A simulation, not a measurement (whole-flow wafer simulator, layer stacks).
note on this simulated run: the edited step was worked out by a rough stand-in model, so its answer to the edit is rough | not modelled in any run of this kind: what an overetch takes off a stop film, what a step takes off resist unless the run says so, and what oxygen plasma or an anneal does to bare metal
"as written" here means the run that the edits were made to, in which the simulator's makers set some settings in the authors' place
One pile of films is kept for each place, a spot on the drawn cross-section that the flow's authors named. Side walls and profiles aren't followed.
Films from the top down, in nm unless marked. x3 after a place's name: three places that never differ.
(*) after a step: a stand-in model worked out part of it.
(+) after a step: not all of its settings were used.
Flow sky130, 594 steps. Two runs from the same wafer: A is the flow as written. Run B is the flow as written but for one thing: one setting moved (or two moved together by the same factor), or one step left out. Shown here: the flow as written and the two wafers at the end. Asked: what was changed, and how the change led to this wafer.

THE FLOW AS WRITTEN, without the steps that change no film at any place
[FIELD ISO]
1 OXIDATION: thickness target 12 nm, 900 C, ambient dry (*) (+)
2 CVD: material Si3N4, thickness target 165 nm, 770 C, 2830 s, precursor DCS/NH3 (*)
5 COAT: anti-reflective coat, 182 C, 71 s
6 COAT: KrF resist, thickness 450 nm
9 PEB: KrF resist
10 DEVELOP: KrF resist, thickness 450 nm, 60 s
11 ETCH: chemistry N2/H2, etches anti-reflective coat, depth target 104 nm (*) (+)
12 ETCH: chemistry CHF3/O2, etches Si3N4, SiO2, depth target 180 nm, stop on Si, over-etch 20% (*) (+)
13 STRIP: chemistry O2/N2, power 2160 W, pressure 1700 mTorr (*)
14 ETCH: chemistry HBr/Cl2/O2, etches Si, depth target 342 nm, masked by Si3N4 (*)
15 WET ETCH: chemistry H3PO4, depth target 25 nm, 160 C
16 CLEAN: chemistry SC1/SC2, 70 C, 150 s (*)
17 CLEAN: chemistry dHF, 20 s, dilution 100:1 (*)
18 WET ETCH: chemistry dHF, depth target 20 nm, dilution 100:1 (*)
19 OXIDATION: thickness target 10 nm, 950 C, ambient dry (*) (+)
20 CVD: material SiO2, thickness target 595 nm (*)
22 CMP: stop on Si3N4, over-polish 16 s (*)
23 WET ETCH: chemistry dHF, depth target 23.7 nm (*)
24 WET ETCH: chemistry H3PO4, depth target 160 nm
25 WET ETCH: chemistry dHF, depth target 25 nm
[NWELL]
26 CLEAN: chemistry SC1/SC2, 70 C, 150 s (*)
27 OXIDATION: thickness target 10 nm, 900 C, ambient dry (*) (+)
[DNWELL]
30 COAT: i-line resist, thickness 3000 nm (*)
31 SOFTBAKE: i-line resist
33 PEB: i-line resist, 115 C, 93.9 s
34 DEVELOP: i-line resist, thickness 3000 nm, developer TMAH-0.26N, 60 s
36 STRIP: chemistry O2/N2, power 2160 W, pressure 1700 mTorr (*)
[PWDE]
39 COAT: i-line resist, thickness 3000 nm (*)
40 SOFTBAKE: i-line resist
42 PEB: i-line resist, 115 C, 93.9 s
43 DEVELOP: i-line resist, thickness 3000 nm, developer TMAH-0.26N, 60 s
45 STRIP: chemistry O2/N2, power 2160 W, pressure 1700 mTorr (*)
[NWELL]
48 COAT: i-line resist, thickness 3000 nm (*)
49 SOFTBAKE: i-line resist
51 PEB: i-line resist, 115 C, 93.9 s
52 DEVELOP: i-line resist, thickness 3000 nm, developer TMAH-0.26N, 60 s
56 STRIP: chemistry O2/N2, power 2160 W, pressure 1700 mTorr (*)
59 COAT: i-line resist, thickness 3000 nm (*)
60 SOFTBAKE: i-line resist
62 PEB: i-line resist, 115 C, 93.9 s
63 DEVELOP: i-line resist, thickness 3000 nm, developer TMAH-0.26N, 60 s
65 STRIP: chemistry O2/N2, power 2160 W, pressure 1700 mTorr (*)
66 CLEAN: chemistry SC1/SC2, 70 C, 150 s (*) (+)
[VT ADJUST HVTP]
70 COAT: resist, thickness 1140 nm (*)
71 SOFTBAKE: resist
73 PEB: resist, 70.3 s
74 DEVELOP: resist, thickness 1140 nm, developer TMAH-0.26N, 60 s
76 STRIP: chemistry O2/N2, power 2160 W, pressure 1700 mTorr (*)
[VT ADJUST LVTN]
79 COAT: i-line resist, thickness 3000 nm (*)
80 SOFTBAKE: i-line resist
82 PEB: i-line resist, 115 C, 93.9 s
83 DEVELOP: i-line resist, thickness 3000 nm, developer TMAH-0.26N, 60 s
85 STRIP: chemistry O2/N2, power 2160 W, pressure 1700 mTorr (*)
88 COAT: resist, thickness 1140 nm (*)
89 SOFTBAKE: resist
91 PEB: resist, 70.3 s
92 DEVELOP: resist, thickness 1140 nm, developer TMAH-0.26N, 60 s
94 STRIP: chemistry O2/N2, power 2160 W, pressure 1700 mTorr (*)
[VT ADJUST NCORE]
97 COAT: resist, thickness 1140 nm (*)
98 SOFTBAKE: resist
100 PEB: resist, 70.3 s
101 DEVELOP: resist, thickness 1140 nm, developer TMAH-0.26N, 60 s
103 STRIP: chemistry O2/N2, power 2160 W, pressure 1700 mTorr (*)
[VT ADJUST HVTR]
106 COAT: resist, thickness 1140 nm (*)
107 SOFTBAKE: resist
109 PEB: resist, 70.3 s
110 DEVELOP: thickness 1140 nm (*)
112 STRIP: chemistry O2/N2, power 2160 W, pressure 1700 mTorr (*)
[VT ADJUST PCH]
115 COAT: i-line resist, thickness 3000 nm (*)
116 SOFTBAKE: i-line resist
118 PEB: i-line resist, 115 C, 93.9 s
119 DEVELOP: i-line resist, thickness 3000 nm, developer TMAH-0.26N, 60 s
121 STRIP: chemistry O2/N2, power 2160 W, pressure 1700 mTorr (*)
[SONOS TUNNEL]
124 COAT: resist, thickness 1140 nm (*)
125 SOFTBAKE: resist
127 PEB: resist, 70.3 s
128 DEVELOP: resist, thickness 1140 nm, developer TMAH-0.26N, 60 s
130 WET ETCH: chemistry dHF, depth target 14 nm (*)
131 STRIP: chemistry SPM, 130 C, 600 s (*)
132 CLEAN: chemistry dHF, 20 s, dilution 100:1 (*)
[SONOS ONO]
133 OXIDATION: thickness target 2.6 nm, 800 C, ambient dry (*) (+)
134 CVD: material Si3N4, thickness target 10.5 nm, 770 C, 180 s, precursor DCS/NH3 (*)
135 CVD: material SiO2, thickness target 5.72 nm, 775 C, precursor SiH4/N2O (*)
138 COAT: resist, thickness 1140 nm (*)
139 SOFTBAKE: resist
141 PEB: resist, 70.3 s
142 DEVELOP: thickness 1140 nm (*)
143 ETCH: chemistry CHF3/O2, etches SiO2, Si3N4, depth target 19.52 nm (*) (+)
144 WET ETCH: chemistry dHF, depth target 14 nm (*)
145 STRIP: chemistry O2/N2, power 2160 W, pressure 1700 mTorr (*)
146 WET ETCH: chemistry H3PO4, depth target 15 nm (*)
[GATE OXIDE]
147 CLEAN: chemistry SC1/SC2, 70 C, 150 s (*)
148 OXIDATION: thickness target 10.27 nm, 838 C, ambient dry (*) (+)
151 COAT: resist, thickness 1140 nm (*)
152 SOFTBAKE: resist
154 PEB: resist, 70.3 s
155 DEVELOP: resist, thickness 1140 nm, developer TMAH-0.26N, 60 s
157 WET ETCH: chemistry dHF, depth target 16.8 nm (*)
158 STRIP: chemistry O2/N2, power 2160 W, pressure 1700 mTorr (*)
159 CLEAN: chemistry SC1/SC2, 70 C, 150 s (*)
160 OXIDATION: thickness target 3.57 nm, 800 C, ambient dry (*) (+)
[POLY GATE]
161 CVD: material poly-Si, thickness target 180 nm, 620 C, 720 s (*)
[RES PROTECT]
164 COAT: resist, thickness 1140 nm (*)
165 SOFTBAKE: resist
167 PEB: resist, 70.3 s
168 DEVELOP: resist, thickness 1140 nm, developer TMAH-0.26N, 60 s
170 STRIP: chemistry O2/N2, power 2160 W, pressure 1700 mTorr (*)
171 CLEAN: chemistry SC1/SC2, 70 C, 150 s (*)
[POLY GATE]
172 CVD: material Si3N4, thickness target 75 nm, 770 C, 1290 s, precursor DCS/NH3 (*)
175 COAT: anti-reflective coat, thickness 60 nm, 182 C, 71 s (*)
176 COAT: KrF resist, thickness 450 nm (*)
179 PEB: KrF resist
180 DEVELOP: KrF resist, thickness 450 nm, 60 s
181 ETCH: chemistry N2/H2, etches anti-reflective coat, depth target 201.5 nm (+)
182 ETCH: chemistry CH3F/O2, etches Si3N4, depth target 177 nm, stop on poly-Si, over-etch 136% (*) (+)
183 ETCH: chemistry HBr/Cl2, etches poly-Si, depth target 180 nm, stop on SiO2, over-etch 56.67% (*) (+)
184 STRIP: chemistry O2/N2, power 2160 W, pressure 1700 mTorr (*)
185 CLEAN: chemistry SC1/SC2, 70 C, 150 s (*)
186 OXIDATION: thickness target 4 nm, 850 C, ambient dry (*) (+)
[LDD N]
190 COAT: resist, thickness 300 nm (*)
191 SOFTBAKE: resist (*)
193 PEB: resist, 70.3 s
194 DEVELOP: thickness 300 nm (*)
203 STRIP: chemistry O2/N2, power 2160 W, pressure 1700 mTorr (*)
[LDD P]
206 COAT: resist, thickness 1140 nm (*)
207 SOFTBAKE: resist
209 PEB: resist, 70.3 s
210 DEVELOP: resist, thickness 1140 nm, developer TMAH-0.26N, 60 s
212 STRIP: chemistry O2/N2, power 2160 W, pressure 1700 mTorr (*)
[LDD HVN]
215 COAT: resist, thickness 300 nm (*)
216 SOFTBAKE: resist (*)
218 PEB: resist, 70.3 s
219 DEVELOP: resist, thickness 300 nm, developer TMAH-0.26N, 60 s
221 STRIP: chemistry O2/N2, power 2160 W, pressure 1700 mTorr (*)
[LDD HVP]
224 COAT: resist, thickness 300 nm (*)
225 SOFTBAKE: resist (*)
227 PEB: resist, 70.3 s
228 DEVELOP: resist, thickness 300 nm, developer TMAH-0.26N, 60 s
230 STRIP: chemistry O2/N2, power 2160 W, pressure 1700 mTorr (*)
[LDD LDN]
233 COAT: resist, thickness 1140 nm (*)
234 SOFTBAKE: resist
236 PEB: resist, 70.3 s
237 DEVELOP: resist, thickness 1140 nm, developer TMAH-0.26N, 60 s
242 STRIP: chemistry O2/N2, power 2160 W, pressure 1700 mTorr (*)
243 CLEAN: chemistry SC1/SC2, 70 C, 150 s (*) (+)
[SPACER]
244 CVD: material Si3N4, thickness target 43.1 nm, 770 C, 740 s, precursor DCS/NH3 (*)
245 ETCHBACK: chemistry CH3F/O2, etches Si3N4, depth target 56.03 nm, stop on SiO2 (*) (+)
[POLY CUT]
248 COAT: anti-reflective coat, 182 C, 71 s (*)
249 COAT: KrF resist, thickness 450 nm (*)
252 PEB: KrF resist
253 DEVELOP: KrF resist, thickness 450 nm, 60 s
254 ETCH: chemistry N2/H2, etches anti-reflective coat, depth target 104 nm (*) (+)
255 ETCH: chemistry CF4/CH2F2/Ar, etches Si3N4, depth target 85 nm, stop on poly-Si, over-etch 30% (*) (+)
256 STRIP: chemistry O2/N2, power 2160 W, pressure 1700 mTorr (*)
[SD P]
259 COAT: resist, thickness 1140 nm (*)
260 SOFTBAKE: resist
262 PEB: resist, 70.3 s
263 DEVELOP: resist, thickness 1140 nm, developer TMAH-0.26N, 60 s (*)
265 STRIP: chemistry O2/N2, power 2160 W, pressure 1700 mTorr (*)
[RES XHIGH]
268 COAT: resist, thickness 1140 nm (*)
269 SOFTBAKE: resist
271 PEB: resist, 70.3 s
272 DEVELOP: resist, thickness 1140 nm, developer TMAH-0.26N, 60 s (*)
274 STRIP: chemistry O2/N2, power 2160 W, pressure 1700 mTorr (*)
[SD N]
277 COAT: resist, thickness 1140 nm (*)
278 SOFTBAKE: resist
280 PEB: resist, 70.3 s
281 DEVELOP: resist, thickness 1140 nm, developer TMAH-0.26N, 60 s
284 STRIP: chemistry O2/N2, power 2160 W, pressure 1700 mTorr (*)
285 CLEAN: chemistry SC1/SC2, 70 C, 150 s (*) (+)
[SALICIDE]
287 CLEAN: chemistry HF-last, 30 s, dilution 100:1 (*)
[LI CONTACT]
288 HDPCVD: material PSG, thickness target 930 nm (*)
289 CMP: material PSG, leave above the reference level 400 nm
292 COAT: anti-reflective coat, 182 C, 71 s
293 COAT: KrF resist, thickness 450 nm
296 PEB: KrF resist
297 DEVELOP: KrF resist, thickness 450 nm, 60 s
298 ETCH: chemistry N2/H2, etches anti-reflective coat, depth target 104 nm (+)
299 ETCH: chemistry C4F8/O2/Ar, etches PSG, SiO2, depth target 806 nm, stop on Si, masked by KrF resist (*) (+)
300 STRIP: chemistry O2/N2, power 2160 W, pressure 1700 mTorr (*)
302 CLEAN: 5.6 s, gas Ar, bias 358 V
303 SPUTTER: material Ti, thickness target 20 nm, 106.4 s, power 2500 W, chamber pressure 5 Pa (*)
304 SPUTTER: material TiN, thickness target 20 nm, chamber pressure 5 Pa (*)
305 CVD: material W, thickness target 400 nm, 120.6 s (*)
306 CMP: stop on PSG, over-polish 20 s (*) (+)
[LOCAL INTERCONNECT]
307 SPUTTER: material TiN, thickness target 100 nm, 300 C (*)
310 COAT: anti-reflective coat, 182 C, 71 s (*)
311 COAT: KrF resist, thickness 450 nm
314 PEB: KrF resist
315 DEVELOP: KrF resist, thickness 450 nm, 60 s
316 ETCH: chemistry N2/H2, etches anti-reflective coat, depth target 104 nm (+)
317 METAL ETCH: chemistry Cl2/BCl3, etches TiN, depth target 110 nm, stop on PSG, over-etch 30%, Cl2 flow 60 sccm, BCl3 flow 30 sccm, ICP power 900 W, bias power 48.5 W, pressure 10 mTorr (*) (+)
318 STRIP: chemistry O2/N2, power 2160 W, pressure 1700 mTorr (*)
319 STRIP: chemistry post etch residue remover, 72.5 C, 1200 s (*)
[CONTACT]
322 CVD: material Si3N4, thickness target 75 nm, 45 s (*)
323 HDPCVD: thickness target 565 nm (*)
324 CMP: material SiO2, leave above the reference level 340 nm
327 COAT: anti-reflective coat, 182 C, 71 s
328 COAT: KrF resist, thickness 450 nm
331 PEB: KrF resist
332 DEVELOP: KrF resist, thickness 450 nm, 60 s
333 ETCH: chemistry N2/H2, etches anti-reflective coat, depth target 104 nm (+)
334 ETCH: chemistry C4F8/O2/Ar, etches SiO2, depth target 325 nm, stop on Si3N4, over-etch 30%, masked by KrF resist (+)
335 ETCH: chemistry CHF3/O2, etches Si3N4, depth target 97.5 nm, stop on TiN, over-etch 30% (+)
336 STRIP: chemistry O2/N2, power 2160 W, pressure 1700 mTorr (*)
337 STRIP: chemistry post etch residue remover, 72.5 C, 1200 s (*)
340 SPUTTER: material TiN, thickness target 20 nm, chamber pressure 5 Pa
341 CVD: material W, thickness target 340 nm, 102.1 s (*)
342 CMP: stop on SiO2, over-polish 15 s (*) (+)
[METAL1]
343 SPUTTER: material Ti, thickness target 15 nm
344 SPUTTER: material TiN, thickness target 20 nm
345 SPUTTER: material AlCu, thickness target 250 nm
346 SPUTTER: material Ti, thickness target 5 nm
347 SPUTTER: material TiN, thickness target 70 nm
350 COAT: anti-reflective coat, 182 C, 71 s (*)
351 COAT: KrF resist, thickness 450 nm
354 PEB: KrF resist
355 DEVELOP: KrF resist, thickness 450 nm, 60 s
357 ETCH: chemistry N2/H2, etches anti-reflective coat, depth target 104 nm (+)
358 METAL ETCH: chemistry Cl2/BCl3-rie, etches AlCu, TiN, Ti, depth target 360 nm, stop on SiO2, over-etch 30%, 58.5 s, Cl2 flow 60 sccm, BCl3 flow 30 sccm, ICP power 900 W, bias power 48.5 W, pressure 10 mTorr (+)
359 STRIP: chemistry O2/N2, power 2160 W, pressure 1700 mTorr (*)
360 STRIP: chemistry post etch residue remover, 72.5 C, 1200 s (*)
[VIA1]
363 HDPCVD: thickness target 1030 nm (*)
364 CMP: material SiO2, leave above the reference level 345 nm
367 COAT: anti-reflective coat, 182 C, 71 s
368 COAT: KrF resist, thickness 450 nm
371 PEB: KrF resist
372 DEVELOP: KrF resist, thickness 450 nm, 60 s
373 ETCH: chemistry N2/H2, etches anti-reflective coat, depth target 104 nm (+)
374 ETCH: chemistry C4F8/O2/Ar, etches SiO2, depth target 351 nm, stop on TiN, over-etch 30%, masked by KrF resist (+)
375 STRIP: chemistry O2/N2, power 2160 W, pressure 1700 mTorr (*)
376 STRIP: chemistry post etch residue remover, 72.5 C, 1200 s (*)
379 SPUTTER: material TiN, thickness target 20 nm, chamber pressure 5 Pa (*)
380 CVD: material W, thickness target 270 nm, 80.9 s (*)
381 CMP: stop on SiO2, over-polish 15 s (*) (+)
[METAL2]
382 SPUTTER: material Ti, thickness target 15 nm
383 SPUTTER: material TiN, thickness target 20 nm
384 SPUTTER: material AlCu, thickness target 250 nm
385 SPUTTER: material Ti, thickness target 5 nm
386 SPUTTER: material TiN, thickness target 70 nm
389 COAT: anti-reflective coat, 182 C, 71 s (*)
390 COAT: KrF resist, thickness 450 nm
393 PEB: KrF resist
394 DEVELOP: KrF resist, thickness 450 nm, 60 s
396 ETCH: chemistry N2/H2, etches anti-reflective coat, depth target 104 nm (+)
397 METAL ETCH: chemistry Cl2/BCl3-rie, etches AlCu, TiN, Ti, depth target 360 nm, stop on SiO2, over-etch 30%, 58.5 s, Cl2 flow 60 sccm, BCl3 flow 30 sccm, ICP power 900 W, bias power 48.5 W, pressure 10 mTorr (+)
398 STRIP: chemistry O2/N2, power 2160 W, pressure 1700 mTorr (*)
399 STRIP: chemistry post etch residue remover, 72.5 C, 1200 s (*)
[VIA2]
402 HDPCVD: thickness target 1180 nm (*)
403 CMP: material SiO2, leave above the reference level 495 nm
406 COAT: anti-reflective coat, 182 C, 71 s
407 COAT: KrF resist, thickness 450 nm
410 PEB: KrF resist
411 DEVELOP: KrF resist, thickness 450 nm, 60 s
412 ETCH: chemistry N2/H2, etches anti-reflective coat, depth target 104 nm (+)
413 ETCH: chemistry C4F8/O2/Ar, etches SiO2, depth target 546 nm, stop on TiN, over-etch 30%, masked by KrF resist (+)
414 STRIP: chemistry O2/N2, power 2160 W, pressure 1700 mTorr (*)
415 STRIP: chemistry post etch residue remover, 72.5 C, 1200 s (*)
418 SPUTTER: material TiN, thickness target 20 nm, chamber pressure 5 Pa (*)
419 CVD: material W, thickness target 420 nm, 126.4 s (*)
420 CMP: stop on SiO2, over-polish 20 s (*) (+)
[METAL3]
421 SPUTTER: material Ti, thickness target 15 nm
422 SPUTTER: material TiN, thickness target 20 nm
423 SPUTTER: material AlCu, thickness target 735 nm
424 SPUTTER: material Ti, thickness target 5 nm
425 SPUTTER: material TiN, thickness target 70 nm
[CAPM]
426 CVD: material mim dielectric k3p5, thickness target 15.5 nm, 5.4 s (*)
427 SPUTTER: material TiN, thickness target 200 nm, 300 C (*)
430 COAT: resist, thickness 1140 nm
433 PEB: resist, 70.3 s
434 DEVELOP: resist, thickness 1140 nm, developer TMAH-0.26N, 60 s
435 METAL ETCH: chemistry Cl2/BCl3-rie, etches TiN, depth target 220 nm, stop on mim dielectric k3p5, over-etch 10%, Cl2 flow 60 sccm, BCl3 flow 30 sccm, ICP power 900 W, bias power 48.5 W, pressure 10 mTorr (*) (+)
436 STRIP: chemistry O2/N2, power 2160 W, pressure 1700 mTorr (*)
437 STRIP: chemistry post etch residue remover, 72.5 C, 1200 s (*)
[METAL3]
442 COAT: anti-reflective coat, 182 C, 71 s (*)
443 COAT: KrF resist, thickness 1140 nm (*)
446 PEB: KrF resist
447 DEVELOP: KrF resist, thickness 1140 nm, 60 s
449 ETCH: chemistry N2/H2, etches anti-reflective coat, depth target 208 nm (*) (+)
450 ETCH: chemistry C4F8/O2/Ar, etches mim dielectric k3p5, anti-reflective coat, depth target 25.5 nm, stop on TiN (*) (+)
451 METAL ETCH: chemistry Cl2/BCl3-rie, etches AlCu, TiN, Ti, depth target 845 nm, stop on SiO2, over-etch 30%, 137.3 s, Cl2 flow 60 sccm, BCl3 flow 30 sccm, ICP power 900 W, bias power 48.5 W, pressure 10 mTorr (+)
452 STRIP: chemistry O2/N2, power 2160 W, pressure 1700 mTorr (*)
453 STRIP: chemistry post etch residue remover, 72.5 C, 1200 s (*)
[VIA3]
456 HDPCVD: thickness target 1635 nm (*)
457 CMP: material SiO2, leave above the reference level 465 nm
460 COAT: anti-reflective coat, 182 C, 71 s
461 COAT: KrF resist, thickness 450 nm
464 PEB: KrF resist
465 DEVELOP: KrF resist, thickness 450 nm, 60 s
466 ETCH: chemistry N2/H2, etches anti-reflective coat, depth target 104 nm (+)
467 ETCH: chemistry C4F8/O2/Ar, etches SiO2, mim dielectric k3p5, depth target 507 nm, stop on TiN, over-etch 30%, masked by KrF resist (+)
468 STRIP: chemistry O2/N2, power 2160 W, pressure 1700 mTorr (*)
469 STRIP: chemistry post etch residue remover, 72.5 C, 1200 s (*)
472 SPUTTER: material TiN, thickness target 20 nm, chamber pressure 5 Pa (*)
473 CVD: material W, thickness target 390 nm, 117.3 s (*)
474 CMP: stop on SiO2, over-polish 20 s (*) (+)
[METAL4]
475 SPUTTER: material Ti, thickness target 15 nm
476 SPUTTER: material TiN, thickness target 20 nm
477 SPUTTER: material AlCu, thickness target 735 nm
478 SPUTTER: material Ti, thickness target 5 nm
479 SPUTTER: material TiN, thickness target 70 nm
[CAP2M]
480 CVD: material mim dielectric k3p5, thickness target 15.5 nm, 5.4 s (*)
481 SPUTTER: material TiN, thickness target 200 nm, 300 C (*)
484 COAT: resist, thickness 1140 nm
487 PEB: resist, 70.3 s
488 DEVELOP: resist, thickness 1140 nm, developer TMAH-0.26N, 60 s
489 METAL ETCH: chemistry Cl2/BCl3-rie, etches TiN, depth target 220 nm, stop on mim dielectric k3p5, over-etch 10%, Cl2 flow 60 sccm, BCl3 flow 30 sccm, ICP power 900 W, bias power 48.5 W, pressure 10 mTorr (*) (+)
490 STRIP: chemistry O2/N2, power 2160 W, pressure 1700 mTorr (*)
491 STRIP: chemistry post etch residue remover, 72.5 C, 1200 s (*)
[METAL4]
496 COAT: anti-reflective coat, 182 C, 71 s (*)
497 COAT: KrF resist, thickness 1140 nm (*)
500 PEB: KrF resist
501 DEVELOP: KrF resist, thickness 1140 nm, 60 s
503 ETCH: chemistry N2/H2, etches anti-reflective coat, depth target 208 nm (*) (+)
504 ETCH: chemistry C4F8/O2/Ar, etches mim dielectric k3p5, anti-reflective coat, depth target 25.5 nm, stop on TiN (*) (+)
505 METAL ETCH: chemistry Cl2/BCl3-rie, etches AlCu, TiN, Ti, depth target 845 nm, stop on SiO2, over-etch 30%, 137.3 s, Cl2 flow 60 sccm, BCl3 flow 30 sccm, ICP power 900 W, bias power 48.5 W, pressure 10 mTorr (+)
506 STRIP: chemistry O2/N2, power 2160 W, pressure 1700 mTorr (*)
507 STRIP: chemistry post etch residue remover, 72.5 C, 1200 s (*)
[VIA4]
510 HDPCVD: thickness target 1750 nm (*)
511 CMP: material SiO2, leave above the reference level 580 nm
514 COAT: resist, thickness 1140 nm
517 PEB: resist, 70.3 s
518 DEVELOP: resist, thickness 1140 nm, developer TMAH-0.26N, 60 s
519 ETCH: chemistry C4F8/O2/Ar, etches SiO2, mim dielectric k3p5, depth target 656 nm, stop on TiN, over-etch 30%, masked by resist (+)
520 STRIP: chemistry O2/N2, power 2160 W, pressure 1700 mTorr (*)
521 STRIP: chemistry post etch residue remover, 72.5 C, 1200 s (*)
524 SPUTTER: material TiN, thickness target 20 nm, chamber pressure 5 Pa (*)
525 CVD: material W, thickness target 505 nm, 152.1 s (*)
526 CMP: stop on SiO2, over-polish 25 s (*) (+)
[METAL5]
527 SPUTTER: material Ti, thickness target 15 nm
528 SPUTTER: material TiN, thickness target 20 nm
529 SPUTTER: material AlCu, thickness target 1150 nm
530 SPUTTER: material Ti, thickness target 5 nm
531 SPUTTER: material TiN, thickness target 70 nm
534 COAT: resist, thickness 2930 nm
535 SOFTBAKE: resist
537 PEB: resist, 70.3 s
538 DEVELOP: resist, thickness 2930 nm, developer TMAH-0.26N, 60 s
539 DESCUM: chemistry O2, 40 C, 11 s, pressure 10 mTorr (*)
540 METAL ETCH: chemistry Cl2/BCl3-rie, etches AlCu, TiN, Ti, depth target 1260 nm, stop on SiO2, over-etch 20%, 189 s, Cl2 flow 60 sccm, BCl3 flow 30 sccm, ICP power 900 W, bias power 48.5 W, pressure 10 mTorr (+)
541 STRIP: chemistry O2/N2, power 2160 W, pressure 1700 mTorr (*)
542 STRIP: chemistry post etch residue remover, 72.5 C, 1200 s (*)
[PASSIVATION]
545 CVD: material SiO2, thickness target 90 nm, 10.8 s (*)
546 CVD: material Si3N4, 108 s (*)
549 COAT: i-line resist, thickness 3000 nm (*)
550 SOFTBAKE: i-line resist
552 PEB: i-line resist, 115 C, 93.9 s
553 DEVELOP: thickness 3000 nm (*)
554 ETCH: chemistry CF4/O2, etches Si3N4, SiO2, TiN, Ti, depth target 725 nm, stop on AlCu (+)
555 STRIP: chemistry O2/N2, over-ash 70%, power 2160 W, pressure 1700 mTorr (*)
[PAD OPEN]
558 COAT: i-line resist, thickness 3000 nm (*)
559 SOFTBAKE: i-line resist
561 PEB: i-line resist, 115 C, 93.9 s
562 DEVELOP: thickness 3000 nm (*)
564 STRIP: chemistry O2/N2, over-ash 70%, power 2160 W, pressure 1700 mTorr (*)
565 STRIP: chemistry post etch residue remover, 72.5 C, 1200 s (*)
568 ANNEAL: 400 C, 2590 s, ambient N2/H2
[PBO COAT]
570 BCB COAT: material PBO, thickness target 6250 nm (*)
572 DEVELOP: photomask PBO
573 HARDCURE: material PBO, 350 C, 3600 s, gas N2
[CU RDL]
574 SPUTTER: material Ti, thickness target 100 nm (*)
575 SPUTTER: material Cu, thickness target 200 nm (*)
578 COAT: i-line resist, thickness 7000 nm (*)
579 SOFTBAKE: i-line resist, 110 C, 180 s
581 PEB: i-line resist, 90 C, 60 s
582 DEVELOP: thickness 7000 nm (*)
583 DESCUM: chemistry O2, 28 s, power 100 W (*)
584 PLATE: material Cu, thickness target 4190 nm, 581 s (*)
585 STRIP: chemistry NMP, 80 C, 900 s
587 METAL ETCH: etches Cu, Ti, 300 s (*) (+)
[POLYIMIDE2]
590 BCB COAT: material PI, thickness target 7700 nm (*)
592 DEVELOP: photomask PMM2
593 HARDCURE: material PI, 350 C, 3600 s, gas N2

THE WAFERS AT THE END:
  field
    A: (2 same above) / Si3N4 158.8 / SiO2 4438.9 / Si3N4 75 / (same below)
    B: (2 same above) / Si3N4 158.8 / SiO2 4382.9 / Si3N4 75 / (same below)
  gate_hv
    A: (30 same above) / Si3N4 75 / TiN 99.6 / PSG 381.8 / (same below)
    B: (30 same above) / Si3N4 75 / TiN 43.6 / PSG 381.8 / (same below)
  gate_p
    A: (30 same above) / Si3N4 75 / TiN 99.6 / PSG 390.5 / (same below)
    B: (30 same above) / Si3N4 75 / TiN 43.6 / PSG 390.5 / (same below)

The cause: step 307, SPUTTER: thickness target 44 nm was run, where the flow has thickness target 100 nm.

How the change led to this, step by step:
  307 SPUTTER: material TiN, thickness target 100 nm, 300 C (*)
      field, active, n_well and 188 more: A TiN +100 (new film) | B TiN +44 (new film)
  317 METAL ETCH: chemistry Cl2/BCl3, etches TiN, depth target 110 nm, stop on PSG, over-etch 30%, Cl2 flow 60 sccm, BCl3 flow 30 sccm, ICP power 900 W, bias power 48.5 W, pressure 10 mTorr (*) (+)
      n_well, p_well, gate_hv and 97 more: A KrF resist -44 | B KrF resist -22.2
      field, active, gate and 88 more: A TiN -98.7 (all of it) | B TiN -42.7 (all of it)
  318 STRIP: chemistry O2/N2, power 2160 W, pressure 1700 mTorr (*)
      n_well, p_well, gate_hv and 92 more: A KrF resist -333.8 (all of it), anti-reflective coat -80 (all of it) | B KrF resist -355.6 (all of it), anti-reflective coat -80 (all of it)
      poly_licon, ndiff_licon, ndiff_licon_cpp, rpo_hd_licon: A KrF resist -333.9 (all of it), anti-reflective coat -80.5 (all of it) | B KrF resist -355.7 (all of it), anti-reflective coat -80.5 (all of it)
      (and at 1 more place)
  324 CMP: material SiO2, leave above the reference level 340 nm
      field, active, gate and 88 more: A SiO2 -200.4 | B SiO2 -256.4
